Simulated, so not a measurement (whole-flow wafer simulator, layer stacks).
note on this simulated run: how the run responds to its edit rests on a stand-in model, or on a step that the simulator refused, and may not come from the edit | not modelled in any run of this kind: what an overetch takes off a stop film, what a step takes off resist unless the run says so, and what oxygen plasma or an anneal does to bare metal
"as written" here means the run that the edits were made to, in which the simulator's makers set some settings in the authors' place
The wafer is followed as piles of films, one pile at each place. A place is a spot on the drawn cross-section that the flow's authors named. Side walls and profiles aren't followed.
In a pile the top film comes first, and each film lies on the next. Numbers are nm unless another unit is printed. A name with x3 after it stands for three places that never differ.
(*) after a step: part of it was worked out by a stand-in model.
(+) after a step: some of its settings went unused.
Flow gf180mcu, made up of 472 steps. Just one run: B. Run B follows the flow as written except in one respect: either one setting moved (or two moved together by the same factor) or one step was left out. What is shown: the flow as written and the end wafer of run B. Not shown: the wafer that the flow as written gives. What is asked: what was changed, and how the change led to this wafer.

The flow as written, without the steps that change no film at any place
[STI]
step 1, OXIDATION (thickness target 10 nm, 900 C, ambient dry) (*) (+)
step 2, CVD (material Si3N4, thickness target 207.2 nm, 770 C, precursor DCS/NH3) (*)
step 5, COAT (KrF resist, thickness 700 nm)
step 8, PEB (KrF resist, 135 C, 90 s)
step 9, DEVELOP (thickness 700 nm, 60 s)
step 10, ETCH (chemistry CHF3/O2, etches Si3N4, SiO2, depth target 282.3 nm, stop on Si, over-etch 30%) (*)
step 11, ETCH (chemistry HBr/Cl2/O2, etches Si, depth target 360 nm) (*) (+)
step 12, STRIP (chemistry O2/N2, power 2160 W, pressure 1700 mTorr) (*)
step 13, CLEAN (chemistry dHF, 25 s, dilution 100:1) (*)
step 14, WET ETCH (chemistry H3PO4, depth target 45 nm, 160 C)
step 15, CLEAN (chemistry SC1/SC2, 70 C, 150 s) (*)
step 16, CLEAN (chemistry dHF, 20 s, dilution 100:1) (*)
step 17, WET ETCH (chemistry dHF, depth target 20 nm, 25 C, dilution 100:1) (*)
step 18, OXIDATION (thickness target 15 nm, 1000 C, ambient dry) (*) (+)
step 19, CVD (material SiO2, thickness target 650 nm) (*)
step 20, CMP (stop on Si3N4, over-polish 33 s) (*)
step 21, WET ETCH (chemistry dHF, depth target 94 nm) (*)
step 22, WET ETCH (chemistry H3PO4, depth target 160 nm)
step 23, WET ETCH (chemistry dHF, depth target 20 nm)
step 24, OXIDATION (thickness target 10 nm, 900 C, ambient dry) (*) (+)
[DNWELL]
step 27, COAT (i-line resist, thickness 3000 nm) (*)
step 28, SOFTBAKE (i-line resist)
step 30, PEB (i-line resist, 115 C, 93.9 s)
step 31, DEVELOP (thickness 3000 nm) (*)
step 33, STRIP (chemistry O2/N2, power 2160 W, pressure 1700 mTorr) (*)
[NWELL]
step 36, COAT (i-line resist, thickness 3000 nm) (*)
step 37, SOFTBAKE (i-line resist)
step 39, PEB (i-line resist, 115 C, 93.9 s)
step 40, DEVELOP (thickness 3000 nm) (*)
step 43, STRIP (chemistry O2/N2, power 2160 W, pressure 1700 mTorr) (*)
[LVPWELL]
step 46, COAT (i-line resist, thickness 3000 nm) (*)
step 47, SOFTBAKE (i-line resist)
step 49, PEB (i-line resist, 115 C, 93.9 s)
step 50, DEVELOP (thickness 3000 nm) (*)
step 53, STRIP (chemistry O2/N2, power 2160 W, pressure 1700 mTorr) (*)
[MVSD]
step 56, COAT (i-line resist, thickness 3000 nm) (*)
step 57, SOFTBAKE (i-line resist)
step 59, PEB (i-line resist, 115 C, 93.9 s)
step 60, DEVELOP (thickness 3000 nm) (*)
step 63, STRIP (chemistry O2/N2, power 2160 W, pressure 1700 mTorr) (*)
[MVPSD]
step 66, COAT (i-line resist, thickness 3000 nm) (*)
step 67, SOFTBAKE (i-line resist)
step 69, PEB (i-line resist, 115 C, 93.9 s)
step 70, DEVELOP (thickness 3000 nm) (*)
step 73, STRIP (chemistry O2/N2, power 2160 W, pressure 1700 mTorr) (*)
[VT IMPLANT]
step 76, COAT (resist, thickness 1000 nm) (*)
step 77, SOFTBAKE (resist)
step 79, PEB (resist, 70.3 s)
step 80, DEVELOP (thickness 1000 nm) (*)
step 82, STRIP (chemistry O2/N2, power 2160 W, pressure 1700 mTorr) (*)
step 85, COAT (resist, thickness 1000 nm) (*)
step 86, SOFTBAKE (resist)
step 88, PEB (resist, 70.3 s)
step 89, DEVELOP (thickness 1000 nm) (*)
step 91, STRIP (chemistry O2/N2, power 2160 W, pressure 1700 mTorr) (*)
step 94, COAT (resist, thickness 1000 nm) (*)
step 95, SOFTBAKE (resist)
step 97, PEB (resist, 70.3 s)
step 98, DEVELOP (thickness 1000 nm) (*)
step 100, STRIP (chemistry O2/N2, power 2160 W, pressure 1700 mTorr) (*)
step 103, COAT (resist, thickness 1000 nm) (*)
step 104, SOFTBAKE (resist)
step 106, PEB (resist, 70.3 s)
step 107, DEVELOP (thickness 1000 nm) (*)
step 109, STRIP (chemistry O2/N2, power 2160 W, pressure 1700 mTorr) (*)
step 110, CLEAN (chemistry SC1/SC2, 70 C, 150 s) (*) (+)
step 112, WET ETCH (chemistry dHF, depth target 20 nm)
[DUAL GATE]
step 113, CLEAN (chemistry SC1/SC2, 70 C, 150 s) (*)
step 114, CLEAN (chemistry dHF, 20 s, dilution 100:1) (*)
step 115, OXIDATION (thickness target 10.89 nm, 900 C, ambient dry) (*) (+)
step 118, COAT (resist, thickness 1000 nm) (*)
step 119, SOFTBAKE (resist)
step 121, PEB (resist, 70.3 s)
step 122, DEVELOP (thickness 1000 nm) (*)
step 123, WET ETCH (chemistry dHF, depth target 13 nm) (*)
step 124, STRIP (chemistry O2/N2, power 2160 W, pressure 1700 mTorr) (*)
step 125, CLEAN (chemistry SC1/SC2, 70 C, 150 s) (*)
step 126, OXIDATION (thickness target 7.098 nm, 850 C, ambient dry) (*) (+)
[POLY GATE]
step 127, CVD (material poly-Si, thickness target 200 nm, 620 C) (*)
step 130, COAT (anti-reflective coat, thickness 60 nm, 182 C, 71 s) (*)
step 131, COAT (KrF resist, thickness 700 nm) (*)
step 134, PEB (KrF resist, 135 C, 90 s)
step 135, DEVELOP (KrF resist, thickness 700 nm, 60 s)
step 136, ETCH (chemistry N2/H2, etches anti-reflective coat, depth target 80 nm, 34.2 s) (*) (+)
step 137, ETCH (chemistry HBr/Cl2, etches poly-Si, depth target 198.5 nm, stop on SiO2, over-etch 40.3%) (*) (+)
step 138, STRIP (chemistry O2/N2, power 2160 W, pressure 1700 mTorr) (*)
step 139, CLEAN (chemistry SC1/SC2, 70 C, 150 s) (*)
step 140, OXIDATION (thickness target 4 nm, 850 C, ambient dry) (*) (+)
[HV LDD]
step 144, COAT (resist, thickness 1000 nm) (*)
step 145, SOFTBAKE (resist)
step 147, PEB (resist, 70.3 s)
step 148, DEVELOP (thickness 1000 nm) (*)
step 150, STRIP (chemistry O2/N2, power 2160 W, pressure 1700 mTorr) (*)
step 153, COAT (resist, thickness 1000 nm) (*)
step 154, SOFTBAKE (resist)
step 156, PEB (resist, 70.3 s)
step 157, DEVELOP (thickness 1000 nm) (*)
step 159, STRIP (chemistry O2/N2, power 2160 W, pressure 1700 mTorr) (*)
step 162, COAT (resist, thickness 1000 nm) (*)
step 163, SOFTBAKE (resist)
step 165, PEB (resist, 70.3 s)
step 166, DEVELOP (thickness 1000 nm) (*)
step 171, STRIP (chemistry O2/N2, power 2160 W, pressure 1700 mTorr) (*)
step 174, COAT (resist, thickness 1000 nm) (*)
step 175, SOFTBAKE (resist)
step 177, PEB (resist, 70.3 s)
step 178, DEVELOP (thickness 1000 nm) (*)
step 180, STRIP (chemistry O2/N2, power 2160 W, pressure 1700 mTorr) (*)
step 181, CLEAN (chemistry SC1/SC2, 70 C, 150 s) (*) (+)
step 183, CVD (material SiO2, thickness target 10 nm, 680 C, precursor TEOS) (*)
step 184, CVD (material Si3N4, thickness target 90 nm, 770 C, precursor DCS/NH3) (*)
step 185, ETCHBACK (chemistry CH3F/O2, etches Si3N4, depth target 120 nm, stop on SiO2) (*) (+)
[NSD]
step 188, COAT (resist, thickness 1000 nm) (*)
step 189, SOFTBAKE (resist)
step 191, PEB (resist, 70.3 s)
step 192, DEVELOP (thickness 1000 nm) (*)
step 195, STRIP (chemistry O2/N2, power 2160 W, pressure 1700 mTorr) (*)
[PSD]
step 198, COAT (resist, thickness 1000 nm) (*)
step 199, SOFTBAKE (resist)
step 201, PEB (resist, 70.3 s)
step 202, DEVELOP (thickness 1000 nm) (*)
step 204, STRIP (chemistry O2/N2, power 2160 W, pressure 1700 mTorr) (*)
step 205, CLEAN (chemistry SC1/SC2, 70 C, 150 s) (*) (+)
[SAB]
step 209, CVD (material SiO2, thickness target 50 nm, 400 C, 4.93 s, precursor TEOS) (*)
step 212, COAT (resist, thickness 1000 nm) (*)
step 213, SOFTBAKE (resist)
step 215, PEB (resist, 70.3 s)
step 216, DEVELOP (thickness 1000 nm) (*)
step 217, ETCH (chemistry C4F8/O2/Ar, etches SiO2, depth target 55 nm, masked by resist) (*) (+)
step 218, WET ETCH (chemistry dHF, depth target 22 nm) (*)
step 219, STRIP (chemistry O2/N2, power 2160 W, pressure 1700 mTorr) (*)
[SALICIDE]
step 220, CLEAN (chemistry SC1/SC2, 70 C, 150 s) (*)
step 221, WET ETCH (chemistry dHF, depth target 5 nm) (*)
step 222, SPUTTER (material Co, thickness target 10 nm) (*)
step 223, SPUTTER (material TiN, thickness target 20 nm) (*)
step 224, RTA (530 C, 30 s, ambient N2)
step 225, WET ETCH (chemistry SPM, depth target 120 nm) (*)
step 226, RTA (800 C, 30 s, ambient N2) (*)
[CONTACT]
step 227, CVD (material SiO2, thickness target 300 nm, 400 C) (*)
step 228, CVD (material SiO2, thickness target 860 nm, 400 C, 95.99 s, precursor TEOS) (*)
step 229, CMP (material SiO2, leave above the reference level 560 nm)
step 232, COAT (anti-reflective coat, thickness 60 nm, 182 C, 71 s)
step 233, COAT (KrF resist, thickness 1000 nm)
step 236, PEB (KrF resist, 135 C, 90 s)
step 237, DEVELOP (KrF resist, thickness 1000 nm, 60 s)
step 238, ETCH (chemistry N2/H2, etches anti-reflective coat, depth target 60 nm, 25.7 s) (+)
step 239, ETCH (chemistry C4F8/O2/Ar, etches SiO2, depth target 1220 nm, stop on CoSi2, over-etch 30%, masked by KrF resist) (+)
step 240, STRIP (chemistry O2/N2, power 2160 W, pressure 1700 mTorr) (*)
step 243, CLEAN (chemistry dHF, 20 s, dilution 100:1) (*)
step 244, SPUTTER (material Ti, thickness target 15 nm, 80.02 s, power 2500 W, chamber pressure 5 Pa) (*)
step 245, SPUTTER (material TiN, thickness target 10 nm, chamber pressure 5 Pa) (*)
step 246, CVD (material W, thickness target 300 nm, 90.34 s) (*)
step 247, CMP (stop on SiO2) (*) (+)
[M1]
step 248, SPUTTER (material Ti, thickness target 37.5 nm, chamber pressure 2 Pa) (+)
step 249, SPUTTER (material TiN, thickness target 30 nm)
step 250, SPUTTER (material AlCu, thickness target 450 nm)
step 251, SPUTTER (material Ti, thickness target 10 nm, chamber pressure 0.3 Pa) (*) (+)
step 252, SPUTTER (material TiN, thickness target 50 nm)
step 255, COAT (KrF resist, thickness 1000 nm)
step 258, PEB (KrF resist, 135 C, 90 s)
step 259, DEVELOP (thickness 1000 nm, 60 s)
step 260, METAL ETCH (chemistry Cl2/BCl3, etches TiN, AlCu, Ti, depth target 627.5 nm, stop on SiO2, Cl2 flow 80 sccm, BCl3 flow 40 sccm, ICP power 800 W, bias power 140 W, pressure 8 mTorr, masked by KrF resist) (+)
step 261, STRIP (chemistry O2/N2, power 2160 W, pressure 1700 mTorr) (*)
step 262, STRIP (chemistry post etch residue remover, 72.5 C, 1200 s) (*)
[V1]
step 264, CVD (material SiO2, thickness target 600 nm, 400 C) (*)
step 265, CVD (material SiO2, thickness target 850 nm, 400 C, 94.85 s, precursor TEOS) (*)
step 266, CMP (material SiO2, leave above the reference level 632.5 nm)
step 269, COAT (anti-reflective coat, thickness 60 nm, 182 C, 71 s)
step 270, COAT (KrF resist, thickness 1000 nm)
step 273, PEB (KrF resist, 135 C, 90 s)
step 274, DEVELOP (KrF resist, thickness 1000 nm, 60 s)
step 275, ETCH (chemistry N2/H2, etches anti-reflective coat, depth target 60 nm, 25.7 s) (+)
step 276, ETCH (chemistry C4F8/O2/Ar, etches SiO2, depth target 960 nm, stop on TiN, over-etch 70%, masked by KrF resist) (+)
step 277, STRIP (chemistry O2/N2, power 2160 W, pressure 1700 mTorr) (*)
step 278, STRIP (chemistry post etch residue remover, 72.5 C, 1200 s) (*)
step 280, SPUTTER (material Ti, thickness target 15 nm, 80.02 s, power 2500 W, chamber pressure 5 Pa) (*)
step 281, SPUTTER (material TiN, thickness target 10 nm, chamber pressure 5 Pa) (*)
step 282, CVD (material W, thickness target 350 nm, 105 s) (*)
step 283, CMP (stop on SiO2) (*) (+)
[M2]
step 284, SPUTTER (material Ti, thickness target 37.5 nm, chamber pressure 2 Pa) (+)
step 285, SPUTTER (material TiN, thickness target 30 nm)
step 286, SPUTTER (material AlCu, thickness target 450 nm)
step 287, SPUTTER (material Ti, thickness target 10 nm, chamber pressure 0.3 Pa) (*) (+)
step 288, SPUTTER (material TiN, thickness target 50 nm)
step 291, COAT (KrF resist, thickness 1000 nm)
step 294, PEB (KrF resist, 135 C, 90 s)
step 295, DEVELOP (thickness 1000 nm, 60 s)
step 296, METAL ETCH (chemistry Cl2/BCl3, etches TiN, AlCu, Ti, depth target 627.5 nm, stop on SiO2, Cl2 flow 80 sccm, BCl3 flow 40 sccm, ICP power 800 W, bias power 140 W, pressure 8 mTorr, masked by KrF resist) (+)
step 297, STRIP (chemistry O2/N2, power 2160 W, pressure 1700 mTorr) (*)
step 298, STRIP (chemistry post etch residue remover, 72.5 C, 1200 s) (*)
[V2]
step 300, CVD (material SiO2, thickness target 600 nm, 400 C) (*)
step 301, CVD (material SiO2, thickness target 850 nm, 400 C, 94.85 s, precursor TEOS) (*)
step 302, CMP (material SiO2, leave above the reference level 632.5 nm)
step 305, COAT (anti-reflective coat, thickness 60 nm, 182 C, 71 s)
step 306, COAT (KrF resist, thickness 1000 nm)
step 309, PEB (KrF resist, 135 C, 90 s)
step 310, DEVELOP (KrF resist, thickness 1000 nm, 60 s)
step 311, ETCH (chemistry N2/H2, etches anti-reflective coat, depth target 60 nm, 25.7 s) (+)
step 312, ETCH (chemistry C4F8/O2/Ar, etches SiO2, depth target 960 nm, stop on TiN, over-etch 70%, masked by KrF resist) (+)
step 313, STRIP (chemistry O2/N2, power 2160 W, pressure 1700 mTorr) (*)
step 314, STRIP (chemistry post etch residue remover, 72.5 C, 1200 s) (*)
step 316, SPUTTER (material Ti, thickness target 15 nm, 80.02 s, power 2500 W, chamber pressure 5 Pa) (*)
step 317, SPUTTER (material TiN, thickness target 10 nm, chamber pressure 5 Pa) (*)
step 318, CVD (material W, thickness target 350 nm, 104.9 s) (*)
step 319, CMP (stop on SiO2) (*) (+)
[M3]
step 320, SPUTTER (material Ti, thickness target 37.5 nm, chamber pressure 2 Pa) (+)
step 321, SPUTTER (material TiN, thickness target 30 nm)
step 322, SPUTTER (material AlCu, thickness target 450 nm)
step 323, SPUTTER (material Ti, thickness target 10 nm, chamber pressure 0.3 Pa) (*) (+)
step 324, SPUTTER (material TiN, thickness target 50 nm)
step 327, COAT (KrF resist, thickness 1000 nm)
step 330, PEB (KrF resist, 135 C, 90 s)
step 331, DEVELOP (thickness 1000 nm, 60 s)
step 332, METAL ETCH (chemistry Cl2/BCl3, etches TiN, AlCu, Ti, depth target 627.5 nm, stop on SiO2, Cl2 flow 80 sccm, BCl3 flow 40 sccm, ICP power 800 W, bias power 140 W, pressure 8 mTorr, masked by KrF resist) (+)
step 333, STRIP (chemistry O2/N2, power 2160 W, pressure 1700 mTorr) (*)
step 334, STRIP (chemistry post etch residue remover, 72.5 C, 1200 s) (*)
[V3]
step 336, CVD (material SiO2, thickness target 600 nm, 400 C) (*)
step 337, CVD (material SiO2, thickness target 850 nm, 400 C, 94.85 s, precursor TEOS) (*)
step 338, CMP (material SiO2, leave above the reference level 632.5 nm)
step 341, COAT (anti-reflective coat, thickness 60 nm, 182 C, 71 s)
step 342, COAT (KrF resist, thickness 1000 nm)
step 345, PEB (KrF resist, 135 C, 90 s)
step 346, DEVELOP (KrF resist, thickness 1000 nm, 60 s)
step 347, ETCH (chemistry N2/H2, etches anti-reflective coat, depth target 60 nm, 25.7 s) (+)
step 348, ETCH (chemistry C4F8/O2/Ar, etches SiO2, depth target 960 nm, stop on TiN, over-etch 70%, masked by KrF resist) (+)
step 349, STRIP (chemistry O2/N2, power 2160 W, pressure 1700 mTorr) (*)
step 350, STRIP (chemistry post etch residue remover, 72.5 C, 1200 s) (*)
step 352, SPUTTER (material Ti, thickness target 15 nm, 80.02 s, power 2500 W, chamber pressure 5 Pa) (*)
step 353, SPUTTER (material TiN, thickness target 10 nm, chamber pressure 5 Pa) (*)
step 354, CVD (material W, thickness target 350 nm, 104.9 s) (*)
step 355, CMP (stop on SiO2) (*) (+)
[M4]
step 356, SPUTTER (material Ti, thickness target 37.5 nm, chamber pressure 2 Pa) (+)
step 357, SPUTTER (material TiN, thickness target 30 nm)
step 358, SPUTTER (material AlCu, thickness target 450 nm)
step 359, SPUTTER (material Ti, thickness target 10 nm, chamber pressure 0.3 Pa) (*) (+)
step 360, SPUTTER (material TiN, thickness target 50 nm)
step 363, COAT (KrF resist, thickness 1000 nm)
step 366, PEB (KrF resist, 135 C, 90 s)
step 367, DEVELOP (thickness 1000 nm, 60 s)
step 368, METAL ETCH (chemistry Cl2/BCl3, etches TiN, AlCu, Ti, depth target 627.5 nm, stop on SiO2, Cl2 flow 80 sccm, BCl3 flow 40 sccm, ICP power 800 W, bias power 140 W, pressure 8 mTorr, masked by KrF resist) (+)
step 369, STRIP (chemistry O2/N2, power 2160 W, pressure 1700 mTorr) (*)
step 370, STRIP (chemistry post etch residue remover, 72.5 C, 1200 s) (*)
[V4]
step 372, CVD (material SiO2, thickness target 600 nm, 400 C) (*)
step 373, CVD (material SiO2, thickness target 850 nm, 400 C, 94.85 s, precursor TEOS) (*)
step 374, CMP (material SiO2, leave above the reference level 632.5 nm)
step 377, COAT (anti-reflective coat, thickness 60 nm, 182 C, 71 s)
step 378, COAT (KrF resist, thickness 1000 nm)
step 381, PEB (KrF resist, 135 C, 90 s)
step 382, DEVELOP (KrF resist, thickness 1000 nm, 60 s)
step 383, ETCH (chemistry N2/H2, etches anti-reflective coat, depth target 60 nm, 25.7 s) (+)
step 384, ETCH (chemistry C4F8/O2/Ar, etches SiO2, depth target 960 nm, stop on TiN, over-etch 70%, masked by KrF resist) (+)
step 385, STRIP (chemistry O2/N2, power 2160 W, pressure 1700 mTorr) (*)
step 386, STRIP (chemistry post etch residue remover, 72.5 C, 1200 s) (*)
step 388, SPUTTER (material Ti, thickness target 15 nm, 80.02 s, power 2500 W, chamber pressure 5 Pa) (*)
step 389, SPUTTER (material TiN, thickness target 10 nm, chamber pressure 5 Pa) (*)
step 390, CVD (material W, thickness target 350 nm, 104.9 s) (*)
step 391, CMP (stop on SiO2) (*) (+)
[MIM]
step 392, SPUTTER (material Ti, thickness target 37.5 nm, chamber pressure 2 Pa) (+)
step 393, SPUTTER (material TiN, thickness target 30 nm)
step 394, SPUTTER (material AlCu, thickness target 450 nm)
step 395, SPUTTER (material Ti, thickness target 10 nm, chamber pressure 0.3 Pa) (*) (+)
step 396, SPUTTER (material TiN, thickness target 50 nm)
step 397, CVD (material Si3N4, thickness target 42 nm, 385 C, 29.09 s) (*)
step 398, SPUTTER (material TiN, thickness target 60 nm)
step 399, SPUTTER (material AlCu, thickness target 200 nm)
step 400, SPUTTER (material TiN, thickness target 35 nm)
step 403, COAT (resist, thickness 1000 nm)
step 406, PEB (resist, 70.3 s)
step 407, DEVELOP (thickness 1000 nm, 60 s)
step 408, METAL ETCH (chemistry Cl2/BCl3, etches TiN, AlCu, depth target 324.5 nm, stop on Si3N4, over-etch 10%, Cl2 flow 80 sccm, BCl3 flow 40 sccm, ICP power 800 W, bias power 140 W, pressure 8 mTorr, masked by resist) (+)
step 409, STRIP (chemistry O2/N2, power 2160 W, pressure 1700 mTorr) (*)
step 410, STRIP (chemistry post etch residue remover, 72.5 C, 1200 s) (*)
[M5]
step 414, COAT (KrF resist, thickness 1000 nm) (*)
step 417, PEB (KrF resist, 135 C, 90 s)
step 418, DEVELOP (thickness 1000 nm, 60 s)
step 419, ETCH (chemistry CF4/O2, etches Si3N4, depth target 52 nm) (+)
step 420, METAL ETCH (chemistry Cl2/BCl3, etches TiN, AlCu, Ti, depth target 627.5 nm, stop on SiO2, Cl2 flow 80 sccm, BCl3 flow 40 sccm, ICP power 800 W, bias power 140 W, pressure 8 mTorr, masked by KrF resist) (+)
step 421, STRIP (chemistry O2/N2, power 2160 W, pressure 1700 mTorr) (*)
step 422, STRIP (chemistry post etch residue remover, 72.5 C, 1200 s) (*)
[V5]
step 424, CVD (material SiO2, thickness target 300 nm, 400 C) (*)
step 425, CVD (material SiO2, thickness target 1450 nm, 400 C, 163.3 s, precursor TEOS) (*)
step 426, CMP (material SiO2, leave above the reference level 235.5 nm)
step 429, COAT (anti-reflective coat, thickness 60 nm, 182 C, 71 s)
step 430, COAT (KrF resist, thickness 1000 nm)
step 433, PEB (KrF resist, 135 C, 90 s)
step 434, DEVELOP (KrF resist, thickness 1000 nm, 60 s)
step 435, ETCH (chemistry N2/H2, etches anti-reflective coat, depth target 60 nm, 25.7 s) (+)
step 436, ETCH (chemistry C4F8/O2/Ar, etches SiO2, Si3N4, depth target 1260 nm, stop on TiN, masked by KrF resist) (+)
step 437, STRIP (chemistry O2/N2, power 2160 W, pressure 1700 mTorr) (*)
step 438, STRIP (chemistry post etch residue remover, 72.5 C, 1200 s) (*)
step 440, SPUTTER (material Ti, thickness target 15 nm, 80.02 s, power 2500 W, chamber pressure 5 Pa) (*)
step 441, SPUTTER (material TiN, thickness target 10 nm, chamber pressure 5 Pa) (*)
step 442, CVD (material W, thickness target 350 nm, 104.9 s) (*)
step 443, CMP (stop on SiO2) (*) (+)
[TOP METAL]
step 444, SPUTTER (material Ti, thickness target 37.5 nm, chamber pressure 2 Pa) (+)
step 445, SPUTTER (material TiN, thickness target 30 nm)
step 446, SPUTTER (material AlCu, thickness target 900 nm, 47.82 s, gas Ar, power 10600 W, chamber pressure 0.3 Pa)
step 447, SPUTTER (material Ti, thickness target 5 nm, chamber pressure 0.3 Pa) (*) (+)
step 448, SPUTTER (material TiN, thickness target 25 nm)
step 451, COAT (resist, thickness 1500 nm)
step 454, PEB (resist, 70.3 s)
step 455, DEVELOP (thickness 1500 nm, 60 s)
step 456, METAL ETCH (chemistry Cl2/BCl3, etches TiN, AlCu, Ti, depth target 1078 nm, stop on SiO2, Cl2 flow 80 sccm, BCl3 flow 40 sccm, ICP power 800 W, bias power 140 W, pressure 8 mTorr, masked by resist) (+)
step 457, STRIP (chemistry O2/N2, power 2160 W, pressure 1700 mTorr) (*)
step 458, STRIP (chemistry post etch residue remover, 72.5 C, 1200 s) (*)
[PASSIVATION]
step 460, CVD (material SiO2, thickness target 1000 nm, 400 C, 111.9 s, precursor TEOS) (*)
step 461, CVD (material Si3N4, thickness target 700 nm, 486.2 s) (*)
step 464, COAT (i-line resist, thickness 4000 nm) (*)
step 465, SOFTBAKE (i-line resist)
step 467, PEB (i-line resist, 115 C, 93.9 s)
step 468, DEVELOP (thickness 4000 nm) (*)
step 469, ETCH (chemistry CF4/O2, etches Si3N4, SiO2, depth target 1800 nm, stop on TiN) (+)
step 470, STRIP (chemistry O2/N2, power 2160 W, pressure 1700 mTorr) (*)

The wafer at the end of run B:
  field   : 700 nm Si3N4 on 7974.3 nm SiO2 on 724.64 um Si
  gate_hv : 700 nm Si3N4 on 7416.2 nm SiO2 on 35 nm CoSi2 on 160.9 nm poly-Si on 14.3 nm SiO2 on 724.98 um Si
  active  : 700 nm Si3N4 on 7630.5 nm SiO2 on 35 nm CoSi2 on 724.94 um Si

What caused this: step 374, CMP: leave above the reference level 379.5 nm was run, whereas the flow has leave above the reference level 632.5 nm.

How this came from the change, step by step:
  step 374, CMP (material SiO2, leave above the reference level 632.5 nm)
      field, field__w1, field__w2 and 103 more: -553 SiO2 (as written it would have been: -300 SiO2)
      field__w8, contact, m1, m1__w1, m1_nw: -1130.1 SiO2 (as written it would have been: -877.1 SiO2)
  step 384, ETCH (chemistry C4F8/O2/Ar, etches SiO2, depth target 960 nm, stop on TiN, over-etch 70%, masked by KrF resist) (+)
      field, field__w1, field__w2 and 107 more: -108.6 KrF resist (as written it would have been: -192 KrF resist)
      contact: -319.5 SiO2 (all of it) (as written it would have been: -572.5 SiO2 (all of it))
  step 385, STRIP (chemistry O2/N2, power 2160 W, pressure 1700 mTorr) (*)
      field, field__w1, field__w2 and 107 more: -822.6 KrF resist (all of it), -60 anti-reflective coat (all of it) (as written it would have been: -739.2 KrF resist (all of it), -60 anti-reflective coat (all of it))
  step 388, SPUTTER (material Ti, thickness target 15 nm, 80.02 s, power 2500 W, chamber pressure 5 Pa) (*)
      contact: +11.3 Ti (new film) (as written it would have been: +9.65 Ti (new film))
  step 389, SPUTTER (material TiN, thickness target 10 nm, chamber pressure 5 Pa) (*)
      contact: +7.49 TiN (new film) (as written it would have been: +6.4 TiN (new film))
  step 390, CVD (material W, thickness target 350 nm, 104.9 s) (*)
      contact: +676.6 W (new film) (as written it would have been: +932.3 W (new film))
